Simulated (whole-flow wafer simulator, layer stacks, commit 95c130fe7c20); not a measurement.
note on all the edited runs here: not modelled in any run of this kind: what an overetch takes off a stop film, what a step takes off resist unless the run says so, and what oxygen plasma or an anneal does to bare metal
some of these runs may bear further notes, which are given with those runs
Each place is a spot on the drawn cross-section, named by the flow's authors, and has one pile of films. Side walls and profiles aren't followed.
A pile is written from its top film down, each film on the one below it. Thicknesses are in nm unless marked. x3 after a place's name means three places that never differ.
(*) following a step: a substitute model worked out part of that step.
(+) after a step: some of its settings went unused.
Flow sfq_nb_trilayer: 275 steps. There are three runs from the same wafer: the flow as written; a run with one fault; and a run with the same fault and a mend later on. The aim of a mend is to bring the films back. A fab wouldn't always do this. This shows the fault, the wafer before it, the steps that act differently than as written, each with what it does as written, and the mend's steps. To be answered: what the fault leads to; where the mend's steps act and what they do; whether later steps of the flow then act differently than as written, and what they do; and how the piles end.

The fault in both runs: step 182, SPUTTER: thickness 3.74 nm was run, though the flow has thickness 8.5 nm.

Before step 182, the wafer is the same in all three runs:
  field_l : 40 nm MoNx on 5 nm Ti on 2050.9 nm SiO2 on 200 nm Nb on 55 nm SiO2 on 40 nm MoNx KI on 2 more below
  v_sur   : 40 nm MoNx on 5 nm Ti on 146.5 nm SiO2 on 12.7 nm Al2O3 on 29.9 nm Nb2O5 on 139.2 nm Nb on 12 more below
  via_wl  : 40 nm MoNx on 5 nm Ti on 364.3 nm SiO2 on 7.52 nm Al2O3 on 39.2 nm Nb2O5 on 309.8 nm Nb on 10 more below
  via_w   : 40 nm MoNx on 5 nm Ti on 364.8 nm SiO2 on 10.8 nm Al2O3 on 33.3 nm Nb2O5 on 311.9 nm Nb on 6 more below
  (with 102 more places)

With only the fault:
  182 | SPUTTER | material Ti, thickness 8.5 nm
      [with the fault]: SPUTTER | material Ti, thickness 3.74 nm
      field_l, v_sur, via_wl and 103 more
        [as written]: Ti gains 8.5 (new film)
        [with the fault]: Ti gains 3.74 (new film)
  Steps further on in the flow that do not act as written (not shown: 12 more steps that differ only slightly, by at most 2% or 0.5 nm, whichever is larger):
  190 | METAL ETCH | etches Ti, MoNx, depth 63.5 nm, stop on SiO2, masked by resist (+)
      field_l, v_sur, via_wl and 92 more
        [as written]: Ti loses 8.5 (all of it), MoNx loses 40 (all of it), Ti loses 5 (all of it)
        [with the fault]: Ti loses 3.74 (all of it), MoNx loses 40 (all of it), Ti loses 5 (all of it)
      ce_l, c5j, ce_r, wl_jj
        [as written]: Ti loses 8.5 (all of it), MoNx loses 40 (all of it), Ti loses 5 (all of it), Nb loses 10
        [with the fault]: Ti loses 3.74 (all of it), MoNx loses 40 (all of it), Ti loses 5 (all of it), Nb loses 14.8
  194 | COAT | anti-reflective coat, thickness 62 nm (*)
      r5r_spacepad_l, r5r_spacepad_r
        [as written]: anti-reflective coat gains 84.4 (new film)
        [with the fault]: anti-reflective coat gains 82.3 (new film)
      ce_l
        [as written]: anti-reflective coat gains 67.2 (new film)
        [with the fault]: anti-reflective coat gains 69.3 (new film)
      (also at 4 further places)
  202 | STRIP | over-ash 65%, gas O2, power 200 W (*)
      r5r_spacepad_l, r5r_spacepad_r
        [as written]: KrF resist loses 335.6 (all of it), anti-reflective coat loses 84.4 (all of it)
        [with the fault]: KrF resist loses 335.4 (all of it), anti-reflective coat loses 82.3 (all of it)
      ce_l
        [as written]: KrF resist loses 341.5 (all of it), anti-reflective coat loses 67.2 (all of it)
        [with the fault]: KrF resist loses 342.8 (all of it), anti-reflective coat loses 69.3 (all of it)
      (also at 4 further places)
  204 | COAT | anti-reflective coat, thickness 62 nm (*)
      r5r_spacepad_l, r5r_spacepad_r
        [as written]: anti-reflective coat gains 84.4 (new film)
        [with the fault]: anti-reflective coat gains 82.3 (new film)
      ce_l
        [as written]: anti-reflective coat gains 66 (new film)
        [with the fault]: anti-reflective coat gains 68.1 (new film)
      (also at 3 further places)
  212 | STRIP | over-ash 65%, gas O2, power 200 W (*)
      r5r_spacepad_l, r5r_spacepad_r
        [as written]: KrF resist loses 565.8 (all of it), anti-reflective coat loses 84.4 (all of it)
        [with the fault]: KrF resist loses 565.2 (all of it), anti-reflective coat loses 82.3 (all of it)
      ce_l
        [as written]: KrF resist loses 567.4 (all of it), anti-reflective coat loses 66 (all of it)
        [with the fault]: KrF resist loses 568.3 (all of it), anti-reflective coat loses 68.1 (all of it)
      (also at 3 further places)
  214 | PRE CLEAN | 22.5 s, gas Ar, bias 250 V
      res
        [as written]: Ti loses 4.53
        [with the fault]: Ti loses 3.74 (all of it), MoNx loses 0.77
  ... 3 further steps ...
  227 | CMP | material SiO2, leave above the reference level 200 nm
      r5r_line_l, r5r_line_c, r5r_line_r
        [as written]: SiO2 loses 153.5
        [with the fault]: SiO2 loses 148.7
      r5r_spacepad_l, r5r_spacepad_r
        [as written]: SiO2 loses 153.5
        [with the fault]: SiO2 loses 146.2
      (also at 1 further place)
  At ce_l, ce_r, be_r and 7 more, the piles at the end differ from the flow's by more than 2% or 0.5 nm, whichever is larger.
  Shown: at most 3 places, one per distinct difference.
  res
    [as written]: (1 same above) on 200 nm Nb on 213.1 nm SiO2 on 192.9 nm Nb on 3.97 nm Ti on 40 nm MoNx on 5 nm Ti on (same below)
    [with the fault]: (1 same above) on 200 nm Nb on 217.9 nm SiO2 on 192.9 nm Nb on 39.2 nm MoNx on 5 nm Ti on (same below)
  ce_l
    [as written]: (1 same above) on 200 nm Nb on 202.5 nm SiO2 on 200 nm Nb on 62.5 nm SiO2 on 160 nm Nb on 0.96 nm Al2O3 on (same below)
    [with the fault]: (1 same above) on 200 nm Nb on 207.3 nm SiO2 on 200 nm Nb on 62.5 nm SiO2 on 155.2 nm Nb on 0.96 nm Al2O3 on (same below)
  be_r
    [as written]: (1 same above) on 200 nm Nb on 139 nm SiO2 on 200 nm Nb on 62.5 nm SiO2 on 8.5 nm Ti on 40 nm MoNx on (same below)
    [with the fault]: (1 same above) on 200 nm Nb on 143.8 nm SiO2 on 200 nm Nb on 62.5 nm SiO2 on 3.74 nm Ti on 40 nm MoNx on (same below)

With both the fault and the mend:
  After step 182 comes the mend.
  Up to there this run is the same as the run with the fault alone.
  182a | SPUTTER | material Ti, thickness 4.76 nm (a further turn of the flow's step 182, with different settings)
      field_l, v_sur, via_wl and 103 more
        Ti gains 4.76
  Every later step of the flow that is run acts as written, at every place that is followed, to within 2% or 0.5 nm, whichever is larger.
  The piles end only slightly different from the flow's at the places that both follow, by no more than 2% or 0.5 nm, whichever is larger.
